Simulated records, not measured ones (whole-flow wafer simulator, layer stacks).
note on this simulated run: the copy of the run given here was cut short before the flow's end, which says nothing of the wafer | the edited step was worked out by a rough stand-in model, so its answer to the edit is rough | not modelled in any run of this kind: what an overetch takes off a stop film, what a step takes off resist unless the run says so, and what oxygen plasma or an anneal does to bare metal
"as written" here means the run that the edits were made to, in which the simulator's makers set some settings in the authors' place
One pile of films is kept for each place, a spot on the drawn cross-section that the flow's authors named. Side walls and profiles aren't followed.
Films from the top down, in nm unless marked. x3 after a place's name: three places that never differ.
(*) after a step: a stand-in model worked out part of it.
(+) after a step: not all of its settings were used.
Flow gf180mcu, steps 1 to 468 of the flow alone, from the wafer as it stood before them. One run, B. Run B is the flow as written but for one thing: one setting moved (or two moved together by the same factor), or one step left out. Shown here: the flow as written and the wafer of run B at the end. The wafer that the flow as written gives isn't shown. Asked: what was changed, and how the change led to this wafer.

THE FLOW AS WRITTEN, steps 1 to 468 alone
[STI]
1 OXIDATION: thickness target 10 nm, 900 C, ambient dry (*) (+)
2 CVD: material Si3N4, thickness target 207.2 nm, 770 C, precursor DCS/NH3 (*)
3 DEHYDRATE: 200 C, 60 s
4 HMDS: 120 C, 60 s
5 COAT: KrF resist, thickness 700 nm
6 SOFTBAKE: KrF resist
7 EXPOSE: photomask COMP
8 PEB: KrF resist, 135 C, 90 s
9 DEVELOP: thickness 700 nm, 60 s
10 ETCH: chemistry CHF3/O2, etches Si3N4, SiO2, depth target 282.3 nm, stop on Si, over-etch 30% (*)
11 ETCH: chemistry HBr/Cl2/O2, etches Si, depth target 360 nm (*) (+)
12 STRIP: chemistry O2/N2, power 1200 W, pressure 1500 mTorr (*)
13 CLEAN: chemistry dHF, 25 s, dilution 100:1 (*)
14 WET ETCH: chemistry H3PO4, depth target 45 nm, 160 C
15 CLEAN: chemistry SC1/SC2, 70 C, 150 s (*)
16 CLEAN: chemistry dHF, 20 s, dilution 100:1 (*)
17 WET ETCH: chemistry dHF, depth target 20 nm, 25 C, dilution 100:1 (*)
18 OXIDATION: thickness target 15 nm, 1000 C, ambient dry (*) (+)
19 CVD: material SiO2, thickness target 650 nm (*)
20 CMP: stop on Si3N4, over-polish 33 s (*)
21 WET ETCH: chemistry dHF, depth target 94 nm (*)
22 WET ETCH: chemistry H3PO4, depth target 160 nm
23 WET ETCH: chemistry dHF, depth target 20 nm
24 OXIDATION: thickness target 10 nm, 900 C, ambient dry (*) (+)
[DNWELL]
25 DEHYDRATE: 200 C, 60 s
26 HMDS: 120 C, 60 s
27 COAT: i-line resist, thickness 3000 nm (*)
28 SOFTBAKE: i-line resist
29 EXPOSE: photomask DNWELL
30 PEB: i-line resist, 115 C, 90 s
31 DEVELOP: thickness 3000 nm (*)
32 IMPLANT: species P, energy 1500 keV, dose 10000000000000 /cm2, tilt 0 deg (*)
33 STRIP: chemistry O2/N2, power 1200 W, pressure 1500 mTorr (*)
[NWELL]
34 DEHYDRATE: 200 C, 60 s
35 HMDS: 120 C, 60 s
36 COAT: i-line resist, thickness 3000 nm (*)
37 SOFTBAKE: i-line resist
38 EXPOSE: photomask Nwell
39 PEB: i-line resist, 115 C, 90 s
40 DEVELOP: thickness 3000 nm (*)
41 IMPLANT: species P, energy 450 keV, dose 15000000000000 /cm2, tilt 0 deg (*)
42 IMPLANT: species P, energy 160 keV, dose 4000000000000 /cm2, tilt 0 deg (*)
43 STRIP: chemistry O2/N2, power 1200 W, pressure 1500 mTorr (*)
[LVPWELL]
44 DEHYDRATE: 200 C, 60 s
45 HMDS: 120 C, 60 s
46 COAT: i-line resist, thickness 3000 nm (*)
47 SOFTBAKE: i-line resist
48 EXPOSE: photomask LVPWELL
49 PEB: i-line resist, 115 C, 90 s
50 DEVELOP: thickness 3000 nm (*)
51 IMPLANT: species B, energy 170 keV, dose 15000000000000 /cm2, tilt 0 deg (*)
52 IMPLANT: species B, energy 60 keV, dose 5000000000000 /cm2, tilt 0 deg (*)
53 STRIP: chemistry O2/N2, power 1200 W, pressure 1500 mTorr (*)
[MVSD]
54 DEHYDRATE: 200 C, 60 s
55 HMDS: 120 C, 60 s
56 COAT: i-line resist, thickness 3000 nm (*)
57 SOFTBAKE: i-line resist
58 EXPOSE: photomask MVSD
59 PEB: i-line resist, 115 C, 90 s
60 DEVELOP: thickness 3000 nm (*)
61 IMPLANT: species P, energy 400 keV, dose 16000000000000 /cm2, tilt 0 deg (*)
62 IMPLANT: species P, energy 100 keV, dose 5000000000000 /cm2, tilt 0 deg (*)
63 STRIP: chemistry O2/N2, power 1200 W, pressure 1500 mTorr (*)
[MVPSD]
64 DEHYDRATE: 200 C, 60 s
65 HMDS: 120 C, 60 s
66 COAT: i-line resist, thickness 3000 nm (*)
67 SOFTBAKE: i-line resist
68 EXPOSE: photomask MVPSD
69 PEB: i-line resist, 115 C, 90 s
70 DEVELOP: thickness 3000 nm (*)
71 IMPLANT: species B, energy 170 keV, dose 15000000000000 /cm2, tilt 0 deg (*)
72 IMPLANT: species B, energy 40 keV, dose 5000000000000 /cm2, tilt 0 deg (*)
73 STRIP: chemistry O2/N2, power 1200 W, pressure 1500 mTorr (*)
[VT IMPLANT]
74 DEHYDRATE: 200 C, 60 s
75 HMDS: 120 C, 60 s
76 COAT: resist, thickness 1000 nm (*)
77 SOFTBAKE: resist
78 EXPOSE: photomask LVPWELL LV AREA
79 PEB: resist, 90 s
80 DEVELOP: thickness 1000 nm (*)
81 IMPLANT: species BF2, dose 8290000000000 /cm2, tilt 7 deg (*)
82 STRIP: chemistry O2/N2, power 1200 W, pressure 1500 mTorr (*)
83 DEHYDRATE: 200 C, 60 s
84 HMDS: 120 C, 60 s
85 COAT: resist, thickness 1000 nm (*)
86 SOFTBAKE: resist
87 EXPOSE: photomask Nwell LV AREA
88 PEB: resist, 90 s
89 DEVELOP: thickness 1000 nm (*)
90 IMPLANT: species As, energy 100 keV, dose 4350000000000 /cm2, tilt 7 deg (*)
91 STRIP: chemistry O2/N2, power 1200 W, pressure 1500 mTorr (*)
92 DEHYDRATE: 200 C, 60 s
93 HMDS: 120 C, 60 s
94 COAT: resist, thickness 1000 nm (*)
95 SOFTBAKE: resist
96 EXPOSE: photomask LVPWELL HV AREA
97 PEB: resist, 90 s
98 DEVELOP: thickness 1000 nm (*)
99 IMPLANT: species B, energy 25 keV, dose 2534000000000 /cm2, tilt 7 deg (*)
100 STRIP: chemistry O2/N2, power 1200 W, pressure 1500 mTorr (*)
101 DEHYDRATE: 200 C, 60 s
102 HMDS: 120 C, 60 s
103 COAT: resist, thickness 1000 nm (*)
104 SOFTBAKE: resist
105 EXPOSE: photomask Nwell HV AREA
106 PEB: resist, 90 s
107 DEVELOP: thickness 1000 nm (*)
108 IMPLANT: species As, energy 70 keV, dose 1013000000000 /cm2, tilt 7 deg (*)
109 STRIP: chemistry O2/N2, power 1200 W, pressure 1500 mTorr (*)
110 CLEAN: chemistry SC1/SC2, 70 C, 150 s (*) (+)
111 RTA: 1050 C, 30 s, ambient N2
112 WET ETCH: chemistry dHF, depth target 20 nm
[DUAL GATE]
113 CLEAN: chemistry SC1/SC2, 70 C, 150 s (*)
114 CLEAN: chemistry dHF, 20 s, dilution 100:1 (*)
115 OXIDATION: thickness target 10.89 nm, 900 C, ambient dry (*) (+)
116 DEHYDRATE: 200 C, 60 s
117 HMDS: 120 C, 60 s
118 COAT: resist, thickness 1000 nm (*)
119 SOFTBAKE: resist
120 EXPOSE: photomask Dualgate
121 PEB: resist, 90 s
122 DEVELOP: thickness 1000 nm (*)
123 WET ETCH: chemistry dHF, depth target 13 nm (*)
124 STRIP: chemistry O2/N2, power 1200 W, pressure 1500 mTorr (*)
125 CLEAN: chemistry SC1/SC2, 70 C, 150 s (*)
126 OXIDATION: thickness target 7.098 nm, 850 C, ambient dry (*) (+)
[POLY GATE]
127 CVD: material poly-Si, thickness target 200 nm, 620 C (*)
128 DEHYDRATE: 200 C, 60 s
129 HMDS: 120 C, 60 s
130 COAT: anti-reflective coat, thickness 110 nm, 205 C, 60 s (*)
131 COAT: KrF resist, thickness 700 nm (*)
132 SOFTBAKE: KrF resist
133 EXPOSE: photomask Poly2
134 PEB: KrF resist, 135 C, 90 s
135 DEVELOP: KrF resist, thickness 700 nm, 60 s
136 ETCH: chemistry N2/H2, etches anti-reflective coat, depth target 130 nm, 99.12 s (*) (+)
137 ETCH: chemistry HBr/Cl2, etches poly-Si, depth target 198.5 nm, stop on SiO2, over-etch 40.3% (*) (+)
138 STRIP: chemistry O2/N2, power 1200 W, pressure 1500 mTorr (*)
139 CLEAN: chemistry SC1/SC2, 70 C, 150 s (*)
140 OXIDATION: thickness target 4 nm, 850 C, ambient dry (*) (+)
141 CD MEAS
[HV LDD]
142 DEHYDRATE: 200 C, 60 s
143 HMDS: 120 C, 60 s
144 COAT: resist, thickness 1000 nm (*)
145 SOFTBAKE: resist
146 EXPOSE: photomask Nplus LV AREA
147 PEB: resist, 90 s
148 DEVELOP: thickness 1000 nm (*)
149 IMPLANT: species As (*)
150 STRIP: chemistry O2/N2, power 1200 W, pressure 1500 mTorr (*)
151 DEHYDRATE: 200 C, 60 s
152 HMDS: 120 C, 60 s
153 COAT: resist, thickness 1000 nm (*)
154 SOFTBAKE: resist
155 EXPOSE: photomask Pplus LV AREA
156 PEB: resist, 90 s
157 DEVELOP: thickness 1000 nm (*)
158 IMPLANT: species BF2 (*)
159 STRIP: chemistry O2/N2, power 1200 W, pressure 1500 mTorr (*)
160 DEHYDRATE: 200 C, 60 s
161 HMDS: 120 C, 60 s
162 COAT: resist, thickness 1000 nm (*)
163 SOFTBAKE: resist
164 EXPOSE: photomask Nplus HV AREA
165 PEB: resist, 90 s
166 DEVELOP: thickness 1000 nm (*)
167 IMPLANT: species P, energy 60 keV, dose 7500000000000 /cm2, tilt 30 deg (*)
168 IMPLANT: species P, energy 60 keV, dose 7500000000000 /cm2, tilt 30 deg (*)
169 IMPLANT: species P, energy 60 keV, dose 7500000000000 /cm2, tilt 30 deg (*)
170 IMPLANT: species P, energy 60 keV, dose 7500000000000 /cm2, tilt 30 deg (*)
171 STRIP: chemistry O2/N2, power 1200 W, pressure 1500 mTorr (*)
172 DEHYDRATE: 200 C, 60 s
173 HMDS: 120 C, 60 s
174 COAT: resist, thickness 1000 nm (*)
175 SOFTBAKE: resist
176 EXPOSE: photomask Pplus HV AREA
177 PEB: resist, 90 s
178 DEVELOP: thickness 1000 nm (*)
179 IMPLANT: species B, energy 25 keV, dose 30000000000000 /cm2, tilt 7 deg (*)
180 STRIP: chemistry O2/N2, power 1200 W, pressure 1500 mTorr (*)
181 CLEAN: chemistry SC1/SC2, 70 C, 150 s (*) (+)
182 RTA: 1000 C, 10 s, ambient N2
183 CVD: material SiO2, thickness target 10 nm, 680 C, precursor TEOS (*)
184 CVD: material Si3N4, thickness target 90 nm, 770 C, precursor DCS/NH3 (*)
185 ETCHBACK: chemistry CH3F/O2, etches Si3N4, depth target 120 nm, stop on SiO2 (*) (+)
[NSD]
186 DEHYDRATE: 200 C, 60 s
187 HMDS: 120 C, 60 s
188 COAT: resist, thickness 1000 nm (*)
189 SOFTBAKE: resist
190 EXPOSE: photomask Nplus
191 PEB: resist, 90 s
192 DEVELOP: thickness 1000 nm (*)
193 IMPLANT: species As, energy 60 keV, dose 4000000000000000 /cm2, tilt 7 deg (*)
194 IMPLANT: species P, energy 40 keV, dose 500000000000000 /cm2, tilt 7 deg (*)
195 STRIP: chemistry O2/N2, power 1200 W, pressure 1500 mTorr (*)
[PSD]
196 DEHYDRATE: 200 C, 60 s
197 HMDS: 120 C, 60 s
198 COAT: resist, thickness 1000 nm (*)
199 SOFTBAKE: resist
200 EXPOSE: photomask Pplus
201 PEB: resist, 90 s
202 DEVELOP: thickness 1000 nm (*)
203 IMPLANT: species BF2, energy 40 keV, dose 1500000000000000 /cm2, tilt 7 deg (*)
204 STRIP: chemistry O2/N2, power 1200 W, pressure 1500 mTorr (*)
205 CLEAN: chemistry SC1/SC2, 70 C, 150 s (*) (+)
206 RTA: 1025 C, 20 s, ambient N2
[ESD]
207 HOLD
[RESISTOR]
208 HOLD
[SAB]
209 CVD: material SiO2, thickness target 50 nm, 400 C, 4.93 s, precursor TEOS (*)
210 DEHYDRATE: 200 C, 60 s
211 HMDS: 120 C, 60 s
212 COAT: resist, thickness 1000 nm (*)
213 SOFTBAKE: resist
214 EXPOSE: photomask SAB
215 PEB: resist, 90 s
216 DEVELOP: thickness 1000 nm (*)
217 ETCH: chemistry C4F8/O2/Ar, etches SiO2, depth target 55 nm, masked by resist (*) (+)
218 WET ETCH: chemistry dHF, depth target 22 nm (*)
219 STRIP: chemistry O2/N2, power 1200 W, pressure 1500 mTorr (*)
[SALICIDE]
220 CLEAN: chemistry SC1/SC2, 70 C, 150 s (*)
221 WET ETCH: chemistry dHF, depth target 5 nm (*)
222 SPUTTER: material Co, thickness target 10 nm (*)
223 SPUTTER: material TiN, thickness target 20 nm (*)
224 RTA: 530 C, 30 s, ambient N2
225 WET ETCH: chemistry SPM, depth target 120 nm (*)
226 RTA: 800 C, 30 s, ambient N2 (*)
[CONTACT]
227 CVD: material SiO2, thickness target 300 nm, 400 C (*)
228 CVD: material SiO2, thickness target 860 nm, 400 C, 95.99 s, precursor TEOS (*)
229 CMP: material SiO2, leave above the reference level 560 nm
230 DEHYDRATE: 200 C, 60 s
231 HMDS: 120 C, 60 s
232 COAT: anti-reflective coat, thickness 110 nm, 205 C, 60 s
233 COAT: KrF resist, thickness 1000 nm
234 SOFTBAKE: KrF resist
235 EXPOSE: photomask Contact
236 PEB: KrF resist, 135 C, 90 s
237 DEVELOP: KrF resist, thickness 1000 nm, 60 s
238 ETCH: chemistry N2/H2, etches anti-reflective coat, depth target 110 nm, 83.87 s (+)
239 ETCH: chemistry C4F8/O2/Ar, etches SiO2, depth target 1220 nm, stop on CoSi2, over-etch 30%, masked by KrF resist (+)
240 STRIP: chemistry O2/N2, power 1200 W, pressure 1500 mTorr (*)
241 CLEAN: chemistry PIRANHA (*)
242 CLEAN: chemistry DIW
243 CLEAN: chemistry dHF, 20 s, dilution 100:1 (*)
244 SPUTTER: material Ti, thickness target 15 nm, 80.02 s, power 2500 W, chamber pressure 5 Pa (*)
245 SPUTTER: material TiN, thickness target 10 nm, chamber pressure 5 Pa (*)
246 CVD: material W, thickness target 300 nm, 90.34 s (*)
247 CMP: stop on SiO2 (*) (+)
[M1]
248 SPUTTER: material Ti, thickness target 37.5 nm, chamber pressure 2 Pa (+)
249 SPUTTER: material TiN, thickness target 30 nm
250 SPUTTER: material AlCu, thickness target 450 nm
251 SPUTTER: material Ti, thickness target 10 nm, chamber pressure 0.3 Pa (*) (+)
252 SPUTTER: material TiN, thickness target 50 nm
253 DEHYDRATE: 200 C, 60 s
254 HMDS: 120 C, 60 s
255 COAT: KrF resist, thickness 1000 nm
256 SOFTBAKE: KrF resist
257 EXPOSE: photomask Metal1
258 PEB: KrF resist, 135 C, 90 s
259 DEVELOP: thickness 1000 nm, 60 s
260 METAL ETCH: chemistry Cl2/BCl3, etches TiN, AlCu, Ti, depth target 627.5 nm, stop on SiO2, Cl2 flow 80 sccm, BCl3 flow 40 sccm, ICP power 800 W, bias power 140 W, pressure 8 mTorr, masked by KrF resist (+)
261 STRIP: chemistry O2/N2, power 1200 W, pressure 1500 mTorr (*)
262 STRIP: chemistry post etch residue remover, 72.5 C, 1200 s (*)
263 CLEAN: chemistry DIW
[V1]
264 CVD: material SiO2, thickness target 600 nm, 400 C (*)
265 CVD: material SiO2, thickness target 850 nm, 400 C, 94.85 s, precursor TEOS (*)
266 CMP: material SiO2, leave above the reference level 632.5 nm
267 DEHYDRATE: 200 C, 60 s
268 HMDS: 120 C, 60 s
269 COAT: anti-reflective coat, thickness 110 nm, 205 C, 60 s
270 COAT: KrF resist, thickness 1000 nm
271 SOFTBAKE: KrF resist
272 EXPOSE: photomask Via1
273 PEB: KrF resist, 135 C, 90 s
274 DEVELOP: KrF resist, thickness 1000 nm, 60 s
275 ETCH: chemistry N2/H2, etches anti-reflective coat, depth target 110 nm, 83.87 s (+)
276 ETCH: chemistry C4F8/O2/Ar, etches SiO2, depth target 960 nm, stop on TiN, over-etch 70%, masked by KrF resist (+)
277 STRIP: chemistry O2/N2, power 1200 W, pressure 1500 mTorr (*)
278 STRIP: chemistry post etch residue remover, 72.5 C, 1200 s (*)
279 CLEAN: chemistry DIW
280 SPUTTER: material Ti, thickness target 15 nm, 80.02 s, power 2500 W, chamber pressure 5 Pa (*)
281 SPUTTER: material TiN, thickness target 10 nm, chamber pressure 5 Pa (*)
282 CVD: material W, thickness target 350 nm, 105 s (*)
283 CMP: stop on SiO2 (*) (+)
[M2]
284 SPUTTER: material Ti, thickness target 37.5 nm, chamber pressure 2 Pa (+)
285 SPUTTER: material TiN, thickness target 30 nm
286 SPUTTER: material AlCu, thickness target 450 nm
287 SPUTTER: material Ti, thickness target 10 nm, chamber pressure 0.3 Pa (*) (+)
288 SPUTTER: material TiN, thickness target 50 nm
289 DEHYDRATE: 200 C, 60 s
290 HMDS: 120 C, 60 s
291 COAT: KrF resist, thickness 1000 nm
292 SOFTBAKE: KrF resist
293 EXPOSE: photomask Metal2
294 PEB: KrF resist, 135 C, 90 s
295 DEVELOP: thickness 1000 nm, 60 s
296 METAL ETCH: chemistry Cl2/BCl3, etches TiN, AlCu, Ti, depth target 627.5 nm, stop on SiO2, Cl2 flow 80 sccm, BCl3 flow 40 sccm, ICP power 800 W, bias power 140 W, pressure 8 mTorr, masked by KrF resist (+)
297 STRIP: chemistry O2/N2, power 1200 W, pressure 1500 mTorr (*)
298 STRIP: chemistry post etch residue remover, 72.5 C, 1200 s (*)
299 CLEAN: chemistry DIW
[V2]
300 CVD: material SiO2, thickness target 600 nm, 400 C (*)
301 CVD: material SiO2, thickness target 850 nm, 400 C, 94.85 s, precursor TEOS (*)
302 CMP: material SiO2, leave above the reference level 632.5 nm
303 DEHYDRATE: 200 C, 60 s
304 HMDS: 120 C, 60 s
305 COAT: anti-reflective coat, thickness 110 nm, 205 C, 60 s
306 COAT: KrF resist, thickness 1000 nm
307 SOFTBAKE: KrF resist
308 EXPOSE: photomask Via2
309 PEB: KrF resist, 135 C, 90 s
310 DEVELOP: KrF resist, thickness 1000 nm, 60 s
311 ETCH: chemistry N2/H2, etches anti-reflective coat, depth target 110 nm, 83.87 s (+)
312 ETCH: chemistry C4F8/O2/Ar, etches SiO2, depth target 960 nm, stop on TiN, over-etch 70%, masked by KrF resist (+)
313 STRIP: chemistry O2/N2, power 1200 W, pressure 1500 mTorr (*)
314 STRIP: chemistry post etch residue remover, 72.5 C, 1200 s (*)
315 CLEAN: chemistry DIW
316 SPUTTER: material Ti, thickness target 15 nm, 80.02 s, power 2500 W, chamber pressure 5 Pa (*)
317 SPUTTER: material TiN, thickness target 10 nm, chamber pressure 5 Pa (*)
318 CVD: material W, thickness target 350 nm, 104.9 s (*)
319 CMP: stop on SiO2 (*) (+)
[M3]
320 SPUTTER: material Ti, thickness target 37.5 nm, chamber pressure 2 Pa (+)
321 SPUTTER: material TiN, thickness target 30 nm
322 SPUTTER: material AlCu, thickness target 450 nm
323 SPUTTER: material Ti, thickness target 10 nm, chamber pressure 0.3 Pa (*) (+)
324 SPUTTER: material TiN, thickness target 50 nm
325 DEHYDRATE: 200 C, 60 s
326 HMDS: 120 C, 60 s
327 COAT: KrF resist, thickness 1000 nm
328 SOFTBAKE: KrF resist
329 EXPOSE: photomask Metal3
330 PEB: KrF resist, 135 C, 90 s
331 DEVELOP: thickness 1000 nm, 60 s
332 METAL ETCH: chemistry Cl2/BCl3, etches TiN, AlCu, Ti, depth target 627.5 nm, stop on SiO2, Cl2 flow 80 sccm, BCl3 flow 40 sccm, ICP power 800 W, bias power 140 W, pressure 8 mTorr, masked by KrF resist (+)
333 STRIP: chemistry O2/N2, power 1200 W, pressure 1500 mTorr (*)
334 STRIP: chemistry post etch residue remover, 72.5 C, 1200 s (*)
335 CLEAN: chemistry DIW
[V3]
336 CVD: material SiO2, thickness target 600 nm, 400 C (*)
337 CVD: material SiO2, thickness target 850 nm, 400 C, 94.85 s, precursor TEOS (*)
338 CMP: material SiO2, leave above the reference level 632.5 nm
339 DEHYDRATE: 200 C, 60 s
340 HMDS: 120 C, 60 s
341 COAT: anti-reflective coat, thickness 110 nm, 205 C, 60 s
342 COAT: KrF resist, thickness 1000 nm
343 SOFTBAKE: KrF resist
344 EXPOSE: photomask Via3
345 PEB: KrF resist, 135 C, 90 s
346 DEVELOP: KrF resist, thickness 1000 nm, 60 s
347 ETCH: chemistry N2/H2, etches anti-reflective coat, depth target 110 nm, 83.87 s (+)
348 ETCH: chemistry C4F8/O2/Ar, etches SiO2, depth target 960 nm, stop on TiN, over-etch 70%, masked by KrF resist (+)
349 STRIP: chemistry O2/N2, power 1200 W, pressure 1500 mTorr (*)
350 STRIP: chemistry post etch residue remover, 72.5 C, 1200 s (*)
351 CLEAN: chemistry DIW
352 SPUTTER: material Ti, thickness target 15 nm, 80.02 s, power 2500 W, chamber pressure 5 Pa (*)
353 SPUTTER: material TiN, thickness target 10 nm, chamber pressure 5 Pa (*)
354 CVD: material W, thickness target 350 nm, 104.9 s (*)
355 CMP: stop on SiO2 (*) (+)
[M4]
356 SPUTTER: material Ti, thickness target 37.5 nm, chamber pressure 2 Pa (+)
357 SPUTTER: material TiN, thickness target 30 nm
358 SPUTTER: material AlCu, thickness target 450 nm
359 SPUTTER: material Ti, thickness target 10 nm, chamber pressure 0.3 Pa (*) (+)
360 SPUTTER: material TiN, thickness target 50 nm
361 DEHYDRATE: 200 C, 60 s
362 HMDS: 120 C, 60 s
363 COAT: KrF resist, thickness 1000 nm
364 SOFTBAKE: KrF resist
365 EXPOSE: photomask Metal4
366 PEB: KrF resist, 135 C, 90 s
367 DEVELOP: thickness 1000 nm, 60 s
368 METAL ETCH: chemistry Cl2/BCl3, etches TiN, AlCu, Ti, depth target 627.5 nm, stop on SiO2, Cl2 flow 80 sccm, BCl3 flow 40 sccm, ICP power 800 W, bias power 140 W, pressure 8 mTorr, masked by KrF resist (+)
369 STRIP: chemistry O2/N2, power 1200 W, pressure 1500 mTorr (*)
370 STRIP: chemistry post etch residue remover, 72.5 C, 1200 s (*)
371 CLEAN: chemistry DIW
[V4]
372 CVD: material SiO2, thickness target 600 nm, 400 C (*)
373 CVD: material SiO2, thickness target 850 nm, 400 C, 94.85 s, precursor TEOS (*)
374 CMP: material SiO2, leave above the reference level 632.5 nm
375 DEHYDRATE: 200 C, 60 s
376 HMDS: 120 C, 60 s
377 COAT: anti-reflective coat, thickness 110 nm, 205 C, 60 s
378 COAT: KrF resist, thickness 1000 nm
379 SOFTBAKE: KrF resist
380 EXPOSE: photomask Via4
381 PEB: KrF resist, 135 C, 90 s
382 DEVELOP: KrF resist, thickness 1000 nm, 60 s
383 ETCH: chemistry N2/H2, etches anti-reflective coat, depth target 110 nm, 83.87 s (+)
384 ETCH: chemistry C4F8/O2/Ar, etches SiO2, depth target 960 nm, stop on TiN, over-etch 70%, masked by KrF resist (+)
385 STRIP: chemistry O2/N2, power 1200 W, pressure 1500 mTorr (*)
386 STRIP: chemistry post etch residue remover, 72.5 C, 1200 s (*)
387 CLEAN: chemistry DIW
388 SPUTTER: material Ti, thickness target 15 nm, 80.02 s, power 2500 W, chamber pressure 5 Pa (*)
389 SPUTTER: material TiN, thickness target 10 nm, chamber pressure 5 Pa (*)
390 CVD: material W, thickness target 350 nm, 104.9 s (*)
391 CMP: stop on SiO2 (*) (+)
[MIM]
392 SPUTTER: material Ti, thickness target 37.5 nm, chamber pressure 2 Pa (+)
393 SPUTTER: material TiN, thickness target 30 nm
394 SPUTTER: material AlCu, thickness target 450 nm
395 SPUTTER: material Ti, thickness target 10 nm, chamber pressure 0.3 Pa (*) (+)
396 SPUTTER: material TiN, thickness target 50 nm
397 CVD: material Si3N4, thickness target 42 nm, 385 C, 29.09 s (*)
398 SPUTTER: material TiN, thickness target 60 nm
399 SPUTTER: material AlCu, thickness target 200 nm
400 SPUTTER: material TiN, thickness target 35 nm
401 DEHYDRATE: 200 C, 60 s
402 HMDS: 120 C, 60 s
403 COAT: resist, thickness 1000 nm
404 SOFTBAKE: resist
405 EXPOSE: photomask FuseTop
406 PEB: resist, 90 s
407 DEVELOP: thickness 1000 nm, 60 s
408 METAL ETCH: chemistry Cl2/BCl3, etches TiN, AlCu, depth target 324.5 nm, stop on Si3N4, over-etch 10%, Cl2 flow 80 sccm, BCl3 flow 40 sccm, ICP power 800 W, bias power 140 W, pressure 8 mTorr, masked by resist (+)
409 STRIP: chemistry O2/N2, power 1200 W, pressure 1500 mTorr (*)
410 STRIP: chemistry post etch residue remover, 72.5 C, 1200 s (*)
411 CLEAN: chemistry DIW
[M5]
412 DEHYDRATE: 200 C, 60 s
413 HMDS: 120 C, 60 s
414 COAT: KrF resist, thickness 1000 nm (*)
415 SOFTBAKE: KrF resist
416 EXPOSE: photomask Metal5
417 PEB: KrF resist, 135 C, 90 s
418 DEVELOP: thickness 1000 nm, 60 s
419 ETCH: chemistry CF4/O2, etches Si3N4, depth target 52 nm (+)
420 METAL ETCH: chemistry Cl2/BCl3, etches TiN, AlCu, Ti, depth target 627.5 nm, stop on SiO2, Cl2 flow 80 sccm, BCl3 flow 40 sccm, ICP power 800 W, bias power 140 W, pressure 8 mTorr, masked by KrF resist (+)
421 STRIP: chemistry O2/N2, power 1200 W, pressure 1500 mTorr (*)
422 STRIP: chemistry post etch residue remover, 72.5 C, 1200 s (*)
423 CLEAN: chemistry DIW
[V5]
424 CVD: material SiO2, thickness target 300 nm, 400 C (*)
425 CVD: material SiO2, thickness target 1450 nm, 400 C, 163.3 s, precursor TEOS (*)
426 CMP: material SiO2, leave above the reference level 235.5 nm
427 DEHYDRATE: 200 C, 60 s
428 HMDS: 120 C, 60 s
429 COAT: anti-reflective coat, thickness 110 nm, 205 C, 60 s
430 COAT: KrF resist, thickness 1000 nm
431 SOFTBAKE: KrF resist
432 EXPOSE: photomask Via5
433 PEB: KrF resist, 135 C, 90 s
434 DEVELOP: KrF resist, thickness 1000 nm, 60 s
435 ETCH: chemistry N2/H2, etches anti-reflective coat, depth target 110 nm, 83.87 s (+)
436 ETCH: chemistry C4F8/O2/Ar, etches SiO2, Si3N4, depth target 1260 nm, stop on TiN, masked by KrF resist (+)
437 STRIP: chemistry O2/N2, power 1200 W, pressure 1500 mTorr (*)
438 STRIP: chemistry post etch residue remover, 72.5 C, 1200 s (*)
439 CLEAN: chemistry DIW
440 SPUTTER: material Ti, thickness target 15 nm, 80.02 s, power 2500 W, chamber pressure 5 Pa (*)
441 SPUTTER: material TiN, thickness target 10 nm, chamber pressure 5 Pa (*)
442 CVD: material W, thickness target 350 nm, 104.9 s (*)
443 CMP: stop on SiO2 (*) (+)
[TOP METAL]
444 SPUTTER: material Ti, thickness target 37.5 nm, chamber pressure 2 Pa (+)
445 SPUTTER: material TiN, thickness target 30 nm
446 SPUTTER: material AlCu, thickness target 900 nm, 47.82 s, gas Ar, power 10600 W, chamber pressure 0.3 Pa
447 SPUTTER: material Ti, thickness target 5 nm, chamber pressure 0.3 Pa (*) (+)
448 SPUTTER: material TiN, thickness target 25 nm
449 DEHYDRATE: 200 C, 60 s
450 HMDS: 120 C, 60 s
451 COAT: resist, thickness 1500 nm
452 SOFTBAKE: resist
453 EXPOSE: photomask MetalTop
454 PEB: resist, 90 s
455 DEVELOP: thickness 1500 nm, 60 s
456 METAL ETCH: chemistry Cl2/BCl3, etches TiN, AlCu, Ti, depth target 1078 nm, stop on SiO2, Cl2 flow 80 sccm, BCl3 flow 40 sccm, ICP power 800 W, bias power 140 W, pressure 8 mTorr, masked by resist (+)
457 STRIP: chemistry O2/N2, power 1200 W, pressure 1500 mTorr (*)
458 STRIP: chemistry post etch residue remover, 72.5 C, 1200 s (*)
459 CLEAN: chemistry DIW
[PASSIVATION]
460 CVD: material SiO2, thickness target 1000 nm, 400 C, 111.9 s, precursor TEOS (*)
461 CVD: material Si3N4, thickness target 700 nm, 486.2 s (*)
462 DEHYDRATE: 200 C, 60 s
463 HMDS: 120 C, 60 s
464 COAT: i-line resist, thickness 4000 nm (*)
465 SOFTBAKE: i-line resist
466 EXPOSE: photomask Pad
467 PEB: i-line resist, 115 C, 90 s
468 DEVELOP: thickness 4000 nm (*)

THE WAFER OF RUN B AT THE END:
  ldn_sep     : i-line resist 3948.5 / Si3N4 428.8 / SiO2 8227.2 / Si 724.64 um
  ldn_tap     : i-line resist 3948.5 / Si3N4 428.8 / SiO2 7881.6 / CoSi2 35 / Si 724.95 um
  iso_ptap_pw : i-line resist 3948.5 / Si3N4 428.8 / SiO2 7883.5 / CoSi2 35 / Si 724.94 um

The cause: step 461, CVD: 297.8 s was run, where the flow has 486.2 s.

How the change led to this, step by step:
  461 CVD: material Si3N4, thickness target 700 nm, 486.2 s (*)
      field, field__w1, field__w2 and 109 more: Si3N4 +428.8 (new film) (as written it would be: Si3N4 +700 (new film))
  465 SOFTBAKE: i-line resist
      field__w11, nw_enc_fld_lv__w4: i-line resist +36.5 (as written it would be: i-line resist +37.9)
      pplus_u, ppoly_u: i-line resist +36.6 (as written it would be: i-line resist +38)
      (and at 50 more places)
